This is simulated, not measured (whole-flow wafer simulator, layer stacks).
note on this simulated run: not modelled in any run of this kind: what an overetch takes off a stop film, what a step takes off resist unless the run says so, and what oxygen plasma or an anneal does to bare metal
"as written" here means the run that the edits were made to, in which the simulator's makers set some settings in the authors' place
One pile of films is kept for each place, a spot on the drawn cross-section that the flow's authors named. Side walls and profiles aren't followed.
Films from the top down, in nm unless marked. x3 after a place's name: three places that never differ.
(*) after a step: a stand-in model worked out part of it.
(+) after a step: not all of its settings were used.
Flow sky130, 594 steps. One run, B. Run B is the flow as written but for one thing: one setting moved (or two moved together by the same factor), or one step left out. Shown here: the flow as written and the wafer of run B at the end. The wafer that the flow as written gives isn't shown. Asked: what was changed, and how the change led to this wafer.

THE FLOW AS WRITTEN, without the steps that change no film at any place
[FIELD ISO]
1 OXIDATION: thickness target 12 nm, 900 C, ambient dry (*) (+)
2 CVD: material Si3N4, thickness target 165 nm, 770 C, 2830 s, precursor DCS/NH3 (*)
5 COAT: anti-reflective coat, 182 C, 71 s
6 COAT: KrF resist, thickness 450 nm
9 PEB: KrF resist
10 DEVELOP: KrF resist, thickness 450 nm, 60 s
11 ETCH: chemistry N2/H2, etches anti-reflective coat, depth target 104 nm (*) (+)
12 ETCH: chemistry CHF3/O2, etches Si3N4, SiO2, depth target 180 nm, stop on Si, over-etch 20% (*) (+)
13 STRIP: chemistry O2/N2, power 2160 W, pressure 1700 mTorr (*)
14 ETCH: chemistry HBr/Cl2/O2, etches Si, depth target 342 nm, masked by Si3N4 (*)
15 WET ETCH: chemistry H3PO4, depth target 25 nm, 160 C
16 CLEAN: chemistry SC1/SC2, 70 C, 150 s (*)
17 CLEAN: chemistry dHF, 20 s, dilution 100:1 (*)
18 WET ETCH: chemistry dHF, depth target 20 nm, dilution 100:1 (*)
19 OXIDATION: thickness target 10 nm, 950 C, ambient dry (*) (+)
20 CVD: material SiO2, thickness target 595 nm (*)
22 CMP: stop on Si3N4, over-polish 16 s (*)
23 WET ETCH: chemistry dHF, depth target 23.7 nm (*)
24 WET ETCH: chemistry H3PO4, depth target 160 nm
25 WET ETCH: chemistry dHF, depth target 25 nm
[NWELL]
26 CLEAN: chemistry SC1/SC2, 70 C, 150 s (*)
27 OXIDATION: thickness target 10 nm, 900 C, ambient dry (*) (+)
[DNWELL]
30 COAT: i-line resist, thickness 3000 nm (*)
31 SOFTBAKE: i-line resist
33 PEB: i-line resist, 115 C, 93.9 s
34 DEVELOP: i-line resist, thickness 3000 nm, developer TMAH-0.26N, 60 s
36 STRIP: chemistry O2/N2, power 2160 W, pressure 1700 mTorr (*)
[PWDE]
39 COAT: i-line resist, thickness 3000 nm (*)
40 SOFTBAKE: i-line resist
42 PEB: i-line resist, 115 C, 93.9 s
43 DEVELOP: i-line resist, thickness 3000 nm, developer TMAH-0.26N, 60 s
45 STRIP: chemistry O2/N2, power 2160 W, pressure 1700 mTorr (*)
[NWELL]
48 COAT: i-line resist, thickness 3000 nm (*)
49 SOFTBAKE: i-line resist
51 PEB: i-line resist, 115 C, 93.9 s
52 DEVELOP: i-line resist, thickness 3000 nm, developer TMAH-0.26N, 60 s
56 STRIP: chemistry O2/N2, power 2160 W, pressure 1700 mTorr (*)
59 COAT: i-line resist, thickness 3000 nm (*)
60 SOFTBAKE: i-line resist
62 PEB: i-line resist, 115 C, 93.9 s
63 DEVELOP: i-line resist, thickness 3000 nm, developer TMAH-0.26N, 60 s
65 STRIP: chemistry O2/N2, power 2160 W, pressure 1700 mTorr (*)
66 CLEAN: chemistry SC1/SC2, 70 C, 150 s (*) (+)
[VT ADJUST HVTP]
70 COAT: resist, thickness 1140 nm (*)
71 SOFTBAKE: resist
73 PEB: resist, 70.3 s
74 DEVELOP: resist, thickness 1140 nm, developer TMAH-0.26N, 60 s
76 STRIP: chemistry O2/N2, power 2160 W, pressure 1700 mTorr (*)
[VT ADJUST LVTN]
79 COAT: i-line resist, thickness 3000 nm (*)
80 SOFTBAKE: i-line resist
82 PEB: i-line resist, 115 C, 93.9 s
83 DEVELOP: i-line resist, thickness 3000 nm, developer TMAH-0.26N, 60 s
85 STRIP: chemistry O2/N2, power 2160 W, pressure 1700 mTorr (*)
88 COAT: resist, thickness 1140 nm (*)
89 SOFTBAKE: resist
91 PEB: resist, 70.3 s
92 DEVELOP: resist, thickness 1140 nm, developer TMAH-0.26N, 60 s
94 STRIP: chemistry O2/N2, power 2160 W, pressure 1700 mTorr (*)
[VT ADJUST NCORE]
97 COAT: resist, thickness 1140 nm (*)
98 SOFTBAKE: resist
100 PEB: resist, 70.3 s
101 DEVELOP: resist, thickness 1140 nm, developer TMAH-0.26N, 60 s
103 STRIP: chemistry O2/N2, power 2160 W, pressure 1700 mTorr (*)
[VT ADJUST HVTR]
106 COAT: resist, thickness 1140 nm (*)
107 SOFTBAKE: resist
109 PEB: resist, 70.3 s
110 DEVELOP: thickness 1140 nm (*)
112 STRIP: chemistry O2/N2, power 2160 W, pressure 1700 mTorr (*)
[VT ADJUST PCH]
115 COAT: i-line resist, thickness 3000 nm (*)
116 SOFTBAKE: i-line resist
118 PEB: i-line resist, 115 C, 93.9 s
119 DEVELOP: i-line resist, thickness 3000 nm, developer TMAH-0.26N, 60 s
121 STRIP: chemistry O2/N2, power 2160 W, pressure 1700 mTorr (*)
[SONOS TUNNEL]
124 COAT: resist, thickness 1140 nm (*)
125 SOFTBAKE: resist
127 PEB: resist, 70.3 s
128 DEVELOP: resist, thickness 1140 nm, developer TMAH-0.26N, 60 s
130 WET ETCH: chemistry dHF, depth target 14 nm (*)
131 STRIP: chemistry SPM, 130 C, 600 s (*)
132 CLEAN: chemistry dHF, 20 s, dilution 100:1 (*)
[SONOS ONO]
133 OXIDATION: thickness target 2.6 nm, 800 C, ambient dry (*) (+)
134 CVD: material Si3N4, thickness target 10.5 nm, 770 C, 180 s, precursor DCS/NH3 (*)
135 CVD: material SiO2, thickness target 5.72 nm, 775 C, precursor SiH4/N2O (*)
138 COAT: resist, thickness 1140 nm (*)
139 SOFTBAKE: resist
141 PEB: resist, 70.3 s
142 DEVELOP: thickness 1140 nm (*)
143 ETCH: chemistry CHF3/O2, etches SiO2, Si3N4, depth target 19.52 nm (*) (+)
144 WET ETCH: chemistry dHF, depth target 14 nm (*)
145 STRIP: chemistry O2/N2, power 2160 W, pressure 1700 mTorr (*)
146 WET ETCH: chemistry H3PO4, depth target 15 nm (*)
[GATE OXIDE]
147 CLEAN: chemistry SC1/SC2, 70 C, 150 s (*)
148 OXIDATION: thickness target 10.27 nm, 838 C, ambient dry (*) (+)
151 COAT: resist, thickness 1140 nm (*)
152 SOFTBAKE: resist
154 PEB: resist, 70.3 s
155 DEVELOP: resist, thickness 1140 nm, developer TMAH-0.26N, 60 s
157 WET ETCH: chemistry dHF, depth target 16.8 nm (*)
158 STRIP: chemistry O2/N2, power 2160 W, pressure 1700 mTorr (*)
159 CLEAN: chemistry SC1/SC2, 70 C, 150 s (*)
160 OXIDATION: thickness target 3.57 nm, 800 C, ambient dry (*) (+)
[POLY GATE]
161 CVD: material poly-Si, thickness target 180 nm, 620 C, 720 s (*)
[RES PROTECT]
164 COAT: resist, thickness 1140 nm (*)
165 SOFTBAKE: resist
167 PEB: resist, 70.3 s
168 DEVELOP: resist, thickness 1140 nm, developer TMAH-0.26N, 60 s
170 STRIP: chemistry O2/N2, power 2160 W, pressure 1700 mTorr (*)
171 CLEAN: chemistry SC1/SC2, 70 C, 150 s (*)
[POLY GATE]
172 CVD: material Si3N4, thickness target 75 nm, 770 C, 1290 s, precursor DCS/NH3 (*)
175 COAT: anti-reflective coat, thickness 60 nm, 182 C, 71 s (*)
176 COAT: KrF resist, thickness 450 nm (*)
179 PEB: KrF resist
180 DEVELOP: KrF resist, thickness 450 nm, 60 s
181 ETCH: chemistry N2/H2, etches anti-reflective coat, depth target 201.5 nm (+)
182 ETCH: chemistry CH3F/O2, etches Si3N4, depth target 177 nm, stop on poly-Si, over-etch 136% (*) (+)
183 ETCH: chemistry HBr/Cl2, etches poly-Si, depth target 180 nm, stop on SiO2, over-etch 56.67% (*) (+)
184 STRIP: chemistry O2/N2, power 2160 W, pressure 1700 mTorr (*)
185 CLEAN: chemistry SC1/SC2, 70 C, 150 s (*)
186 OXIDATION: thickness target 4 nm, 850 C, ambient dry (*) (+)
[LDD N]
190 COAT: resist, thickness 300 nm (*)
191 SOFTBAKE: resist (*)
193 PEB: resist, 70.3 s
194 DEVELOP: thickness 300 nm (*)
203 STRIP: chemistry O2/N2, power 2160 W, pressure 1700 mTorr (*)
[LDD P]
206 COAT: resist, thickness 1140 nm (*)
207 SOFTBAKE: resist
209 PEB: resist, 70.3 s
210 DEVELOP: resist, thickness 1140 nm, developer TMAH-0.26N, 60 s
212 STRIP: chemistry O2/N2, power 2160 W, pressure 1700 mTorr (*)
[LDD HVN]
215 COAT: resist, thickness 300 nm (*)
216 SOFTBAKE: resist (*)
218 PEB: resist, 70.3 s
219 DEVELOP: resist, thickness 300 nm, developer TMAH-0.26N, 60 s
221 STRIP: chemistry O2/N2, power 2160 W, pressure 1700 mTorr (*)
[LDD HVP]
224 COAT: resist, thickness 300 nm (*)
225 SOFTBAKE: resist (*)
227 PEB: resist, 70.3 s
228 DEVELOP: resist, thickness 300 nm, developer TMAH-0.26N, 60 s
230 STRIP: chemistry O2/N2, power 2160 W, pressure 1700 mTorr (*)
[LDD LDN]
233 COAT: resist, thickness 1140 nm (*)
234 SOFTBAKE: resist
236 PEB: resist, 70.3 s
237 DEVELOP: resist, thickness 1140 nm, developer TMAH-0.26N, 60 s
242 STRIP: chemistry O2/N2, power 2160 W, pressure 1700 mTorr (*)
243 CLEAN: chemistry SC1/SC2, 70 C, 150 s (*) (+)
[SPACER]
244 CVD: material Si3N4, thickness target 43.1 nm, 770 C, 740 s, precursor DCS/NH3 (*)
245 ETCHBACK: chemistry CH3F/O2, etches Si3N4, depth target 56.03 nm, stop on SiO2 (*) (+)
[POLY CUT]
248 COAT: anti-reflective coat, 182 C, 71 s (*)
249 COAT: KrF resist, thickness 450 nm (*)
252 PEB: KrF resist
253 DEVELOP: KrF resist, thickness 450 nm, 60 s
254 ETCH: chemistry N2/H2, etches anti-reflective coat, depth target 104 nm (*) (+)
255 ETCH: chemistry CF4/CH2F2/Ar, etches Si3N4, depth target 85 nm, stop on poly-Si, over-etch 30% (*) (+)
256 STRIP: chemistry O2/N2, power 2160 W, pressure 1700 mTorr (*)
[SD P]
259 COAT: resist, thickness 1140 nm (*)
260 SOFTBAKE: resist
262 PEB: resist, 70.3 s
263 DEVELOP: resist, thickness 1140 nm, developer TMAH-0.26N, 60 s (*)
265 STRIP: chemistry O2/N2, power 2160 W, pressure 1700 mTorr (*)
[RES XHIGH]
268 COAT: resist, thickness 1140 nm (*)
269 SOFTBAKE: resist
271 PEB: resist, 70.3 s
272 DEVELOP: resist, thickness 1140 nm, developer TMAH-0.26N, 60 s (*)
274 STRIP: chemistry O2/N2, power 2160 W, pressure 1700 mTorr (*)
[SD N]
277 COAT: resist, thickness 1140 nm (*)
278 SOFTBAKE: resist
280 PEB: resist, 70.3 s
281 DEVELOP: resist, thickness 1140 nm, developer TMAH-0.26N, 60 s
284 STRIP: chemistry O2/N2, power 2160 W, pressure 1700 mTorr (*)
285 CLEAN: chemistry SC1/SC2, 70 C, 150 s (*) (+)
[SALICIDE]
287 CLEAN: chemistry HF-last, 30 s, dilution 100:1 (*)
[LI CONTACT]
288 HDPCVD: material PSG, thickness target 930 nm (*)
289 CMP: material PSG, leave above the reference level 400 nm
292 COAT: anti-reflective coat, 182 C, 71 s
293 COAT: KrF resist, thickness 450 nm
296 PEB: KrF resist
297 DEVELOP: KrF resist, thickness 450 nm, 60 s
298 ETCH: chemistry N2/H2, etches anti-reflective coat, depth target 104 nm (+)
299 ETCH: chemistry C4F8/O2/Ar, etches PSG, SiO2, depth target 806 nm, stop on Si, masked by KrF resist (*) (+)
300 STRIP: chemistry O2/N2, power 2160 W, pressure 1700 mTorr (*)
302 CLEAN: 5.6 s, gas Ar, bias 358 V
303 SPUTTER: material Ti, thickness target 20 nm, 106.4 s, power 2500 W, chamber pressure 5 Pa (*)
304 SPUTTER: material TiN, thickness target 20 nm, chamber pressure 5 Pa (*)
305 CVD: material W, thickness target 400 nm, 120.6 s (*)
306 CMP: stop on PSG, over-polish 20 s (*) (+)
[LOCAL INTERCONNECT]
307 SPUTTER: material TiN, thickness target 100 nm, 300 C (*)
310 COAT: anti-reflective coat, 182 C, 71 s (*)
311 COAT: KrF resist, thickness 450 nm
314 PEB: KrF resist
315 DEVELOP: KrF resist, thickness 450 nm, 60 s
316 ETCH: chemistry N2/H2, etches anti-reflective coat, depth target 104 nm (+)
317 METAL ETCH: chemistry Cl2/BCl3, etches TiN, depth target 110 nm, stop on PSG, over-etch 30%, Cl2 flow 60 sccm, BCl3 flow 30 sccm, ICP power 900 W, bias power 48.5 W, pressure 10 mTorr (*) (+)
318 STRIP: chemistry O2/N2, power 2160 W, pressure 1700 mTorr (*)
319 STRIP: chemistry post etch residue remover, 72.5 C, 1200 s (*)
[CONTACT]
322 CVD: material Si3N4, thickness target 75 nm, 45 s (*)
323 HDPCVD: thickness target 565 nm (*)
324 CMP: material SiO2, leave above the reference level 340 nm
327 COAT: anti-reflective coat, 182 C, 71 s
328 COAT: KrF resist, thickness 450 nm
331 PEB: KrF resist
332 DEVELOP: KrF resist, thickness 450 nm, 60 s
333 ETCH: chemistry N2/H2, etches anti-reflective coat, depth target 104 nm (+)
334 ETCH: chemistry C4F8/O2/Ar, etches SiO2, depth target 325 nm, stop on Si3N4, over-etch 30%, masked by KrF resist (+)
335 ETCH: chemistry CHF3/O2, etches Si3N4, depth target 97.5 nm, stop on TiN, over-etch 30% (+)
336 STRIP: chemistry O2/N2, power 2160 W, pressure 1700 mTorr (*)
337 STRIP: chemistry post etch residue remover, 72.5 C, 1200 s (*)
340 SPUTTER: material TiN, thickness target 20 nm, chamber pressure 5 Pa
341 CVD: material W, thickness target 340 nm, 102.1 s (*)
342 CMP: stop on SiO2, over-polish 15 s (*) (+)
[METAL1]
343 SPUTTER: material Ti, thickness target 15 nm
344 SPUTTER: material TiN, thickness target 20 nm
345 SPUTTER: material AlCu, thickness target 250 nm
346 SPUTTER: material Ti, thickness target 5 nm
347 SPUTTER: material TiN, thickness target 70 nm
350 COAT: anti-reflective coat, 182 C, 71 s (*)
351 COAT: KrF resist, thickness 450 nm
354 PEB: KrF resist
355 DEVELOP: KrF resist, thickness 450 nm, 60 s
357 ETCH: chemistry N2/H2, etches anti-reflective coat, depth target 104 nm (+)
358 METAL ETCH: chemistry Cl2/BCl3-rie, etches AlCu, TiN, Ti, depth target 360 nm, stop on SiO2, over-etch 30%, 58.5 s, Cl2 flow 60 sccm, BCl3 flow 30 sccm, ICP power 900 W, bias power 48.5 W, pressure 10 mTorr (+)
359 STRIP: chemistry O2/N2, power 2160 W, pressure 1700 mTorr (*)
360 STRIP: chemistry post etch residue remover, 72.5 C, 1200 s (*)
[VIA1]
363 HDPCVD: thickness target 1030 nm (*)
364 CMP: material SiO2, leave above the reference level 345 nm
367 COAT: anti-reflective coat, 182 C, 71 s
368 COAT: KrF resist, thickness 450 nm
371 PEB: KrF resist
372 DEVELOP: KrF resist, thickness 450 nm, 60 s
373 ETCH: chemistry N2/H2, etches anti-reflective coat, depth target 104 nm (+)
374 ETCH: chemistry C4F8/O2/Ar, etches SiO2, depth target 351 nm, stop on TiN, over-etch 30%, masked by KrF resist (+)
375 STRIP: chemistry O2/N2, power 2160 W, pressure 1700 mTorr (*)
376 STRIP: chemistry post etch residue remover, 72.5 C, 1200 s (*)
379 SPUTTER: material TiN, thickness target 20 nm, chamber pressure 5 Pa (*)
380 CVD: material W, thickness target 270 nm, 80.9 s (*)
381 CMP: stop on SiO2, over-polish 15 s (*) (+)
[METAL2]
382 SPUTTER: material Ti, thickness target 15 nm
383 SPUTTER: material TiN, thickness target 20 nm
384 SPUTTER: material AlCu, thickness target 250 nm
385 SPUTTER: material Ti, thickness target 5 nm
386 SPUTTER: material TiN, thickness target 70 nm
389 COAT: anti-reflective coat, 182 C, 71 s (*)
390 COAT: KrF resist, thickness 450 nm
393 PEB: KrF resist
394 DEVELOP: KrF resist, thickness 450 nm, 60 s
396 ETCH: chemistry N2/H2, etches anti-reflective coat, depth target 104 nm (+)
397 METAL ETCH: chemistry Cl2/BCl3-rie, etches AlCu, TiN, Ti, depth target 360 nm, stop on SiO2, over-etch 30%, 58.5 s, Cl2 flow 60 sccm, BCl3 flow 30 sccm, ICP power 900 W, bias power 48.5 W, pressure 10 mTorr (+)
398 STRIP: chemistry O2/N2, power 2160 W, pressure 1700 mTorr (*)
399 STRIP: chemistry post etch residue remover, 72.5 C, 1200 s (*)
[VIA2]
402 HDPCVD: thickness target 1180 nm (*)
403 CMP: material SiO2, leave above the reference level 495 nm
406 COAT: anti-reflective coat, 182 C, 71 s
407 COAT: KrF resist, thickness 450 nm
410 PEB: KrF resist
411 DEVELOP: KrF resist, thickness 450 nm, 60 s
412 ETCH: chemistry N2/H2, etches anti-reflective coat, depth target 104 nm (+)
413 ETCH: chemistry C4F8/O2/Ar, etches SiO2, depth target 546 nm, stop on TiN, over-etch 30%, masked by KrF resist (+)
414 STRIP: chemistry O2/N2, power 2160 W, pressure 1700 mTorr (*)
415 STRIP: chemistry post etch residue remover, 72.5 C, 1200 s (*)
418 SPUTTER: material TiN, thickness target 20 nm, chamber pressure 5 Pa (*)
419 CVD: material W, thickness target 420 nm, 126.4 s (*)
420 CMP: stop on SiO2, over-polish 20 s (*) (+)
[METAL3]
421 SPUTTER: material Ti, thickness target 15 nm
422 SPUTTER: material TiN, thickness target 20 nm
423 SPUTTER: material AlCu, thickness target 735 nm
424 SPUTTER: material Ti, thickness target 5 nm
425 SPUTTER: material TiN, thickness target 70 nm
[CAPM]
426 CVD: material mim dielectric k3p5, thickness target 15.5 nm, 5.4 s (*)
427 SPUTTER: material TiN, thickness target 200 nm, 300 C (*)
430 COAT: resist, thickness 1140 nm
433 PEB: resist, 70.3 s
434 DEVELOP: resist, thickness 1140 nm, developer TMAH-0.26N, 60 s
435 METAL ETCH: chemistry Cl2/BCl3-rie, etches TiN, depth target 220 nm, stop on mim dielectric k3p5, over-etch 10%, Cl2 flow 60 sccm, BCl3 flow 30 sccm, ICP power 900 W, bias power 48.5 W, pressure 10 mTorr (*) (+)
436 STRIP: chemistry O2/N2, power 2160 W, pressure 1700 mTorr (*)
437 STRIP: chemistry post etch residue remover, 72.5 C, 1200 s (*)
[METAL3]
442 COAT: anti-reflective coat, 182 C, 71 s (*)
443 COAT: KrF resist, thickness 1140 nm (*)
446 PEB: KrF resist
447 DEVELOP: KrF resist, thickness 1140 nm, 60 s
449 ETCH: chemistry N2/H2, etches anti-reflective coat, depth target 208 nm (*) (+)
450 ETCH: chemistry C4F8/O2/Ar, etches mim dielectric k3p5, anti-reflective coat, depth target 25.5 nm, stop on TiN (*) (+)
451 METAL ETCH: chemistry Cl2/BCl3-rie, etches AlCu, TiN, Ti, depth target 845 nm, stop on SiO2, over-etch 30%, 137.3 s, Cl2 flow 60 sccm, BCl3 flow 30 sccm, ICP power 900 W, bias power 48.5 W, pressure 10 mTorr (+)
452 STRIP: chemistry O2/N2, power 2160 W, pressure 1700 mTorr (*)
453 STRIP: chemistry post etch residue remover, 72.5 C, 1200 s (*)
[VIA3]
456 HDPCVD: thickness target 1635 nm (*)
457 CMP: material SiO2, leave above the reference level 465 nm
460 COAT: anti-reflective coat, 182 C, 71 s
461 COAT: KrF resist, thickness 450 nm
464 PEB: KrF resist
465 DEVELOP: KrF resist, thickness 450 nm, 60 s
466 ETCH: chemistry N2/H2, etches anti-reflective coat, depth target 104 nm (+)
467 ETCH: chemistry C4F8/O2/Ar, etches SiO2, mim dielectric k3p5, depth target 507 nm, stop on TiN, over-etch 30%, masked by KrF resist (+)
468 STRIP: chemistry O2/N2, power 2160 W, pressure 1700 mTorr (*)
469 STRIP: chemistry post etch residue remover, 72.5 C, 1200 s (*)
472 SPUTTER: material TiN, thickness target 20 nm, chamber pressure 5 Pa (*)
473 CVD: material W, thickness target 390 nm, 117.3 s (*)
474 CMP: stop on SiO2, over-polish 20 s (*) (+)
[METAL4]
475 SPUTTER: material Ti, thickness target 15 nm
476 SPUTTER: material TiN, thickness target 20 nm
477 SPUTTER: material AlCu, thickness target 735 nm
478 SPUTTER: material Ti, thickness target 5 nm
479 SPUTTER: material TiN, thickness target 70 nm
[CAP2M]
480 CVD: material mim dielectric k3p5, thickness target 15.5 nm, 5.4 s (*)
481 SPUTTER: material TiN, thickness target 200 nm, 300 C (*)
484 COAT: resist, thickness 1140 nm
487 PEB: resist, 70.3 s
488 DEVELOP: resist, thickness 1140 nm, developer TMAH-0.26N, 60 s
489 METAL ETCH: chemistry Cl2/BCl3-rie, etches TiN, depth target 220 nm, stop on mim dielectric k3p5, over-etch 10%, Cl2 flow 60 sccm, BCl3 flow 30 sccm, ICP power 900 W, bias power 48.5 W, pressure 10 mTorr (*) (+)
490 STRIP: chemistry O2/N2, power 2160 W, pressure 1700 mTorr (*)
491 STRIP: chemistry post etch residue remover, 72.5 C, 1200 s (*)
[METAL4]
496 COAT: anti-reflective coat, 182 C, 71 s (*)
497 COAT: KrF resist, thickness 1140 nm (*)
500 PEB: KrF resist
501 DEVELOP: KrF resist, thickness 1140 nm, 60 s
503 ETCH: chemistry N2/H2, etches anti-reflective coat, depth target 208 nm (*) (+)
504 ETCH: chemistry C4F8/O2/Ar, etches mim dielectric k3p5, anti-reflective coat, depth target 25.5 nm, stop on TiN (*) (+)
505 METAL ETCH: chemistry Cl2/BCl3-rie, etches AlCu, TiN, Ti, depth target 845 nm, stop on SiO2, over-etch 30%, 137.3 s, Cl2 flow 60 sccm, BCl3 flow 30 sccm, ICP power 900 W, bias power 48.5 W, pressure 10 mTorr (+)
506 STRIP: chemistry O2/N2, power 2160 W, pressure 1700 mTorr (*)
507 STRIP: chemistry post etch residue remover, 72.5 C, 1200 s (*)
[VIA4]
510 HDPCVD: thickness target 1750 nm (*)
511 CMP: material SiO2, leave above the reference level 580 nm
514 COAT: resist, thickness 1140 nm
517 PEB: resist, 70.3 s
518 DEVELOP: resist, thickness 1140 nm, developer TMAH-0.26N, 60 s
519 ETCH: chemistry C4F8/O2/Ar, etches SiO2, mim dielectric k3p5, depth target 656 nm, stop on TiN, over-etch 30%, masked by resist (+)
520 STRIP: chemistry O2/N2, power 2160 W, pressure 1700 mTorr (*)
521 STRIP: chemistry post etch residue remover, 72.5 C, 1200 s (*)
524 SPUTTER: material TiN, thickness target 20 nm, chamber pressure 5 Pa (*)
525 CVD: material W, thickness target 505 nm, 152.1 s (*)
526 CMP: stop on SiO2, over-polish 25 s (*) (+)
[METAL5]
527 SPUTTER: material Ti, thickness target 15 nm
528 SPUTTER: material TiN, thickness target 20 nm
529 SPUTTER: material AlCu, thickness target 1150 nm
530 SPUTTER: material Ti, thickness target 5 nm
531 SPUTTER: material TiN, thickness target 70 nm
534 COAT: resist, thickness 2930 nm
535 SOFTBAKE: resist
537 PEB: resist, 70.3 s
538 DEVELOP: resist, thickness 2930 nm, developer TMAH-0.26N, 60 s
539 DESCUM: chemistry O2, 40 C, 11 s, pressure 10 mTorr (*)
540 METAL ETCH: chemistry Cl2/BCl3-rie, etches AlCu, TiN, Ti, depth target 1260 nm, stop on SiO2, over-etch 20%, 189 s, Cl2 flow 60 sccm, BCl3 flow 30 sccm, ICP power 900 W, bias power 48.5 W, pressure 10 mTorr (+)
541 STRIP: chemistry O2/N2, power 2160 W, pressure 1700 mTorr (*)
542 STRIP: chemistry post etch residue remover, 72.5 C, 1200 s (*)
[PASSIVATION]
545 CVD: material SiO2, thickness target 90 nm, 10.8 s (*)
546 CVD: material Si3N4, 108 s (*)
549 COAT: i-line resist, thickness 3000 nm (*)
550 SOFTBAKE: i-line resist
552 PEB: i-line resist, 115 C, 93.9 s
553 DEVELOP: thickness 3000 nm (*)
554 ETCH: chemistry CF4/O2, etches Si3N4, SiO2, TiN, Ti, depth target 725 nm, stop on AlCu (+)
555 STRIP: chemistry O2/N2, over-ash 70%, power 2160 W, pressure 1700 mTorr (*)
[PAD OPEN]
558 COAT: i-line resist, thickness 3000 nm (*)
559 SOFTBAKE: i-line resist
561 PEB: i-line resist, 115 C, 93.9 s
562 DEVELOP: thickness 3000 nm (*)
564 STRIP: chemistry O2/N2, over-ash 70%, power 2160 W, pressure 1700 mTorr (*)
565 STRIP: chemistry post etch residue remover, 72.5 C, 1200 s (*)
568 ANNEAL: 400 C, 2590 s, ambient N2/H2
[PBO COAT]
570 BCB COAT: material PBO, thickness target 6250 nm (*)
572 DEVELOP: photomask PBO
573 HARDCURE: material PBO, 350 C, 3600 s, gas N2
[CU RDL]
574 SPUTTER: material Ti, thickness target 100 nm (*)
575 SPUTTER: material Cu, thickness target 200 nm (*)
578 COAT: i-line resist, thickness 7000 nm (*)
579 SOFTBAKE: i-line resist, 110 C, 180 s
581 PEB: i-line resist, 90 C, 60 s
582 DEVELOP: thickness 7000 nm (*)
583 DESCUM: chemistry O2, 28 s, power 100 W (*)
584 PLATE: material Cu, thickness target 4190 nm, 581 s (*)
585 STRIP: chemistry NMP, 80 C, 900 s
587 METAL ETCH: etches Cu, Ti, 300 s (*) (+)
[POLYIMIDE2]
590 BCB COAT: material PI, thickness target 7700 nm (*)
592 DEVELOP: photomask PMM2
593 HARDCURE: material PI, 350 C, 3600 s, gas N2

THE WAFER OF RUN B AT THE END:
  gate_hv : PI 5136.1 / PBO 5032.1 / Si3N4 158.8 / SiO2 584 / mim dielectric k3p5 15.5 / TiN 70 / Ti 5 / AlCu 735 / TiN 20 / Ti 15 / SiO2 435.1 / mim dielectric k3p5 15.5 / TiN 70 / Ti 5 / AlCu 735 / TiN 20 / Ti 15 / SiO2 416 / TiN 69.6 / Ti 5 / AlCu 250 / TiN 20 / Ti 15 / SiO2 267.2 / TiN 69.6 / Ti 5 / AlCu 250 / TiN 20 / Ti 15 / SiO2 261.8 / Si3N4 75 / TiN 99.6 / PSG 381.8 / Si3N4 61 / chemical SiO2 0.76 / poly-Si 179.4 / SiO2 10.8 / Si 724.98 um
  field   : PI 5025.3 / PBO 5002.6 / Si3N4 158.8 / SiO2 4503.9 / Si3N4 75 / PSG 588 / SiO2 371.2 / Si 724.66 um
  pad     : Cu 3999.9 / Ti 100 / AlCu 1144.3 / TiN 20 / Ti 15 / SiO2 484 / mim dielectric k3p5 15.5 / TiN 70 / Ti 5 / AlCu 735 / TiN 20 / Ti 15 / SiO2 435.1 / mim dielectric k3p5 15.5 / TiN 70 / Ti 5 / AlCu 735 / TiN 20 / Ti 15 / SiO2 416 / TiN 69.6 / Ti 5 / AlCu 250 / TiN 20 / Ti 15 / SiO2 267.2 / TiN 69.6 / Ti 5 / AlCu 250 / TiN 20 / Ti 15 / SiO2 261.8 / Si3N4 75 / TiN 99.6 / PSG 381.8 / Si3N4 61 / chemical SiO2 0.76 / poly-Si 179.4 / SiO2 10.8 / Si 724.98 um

The cause: step 457, CMP: leave above the reference level 530 nm was run, where the flow has leave above the reference level 465 nm.

How the change led to this, step by step:
  457 CMP: material SiO2, leave above the reference level 465 nm
      n_well, p_well, gate_hv and 99 more: SiO2 -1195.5 (as written it would be: SiO2 -1260.5)
      field, active, gate and 82 more: SiO2 -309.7 (as written it would be: SiO2 -374.7)
      (and at 5 more places)
  467 ETCH: chemistry C4F8/O2/Ar, etches SiO2, mim dielectric k3p5, depth target 507 nm, stop on TiN, over-etch 30%, masked by KrF resist (+)
      m1: SiO2 -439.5 (all of it), mim dielectric k3p5 -15.5 (all of it) (as written it would be: SiO2 -374.5 (all of it), mim dielectric k3p5 -15.5 (all of it))
      via3_hole: SiO2 -438.9 (all of it), mim dielectric k3p5 -15.5 (all of it) (as written it would be: SiO2 -373.9 (all of it), mim dielectric k3p5 -15.5 (all of it))
  472 SPUTTER: material TiN, thickness target 20 nm, chamber pressure 5 Pa (*)
      m1: TiN +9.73 (as written it would be: TiN +10.6)
      via3_hole: TiN +9.72 (as written it would be: TiN +10.6)
  473 CVD: material W, thickness target 390 nm, 117.3 s (*)
      m1: W +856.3 (new film) (as written it would be: W +790.5 (new film))
      via3_hole: W +855.7 (new film) (as written it would be: W +789.9 (new film))
